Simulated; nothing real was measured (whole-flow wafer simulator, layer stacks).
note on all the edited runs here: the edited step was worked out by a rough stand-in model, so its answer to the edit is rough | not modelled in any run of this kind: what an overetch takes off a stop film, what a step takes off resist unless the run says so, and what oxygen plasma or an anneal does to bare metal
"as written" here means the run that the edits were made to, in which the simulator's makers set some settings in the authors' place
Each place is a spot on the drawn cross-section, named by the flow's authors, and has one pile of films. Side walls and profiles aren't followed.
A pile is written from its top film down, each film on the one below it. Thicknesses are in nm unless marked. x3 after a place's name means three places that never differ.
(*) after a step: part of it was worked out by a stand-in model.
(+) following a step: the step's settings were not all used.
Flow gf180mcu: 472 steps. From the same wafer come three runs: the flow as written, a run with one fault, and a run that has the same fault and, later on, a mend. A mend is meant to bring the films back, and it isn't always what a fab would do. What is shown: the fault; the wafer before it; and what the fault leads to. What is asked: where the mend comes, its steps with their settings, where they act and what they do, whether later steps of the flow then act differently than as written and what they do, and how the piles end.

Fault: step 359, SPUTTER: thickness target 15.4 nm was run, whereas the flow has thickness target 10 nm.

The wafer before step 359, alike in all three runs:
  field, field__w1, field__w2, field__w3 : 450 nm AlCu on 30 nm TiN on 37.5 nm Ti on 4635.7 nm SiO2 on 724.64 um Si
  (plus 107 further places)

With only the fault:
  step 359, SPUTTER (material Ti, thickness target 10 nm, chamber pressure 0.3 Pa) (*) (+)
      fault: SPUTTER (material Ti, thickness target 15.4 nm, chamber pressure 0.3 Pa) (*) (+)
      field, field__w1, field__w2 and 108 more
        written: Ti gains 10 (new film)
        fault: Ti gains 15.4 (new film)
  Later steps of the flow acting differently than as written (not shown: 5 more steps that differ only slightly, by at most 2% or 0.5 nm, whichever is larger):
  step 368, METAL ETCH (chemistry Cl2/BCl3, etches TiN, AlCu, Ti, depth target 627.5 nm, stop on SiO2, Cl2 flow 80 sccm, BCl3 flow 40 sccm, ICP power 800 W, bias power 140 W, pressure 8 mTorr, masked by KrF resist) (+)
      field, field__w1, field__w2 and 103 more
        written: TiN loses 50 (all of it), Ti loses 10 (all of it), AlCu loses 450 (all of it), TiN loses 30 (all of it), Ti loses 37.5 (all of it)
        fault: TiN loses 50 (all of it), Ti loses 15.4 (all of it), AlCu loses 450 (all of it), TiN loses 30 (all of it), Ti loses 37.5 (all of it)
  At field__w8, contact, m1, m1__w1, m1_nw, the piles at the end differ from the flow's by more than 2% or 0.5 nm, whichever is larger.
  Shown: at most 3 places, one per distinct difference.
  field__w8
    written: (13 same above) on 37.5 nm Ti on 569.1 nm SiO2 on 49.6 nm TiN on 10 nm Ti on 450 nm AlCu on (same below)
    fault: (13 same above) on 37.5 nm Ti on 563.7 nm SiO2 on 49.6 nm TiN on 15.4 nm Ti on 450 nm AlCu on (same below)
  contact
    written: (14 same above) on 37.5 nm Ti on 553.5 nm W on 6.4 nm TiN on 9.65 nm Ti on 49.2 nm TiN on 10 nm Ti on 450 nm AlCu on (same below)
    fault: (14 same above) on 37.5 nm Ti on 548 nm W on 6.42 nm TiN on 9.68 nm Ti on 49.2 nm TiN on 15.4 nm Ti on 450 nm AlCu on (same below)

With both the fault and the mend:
  After step 359 comes the mend.
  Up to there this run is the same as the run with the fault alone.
  step 359a, METAL ETCH (chemistry Cl2/BCl3, etches TiN, AlCu, Ti, depth target 5.4 nm, Cl2 flow 80 sccm, BCl3 flow 40 sccm, ICP power 800 W, bias power 140 W, pressure 8 mTorr) (a further turn of the flow's step 260, with different settings)
      field, field__w1, field__w2 and 108 more
        Ti loses 5.4
  Every later step of the flow that is run acts as written at every place that is followed.
  The piles end the same as the flow's at every place that both follow.
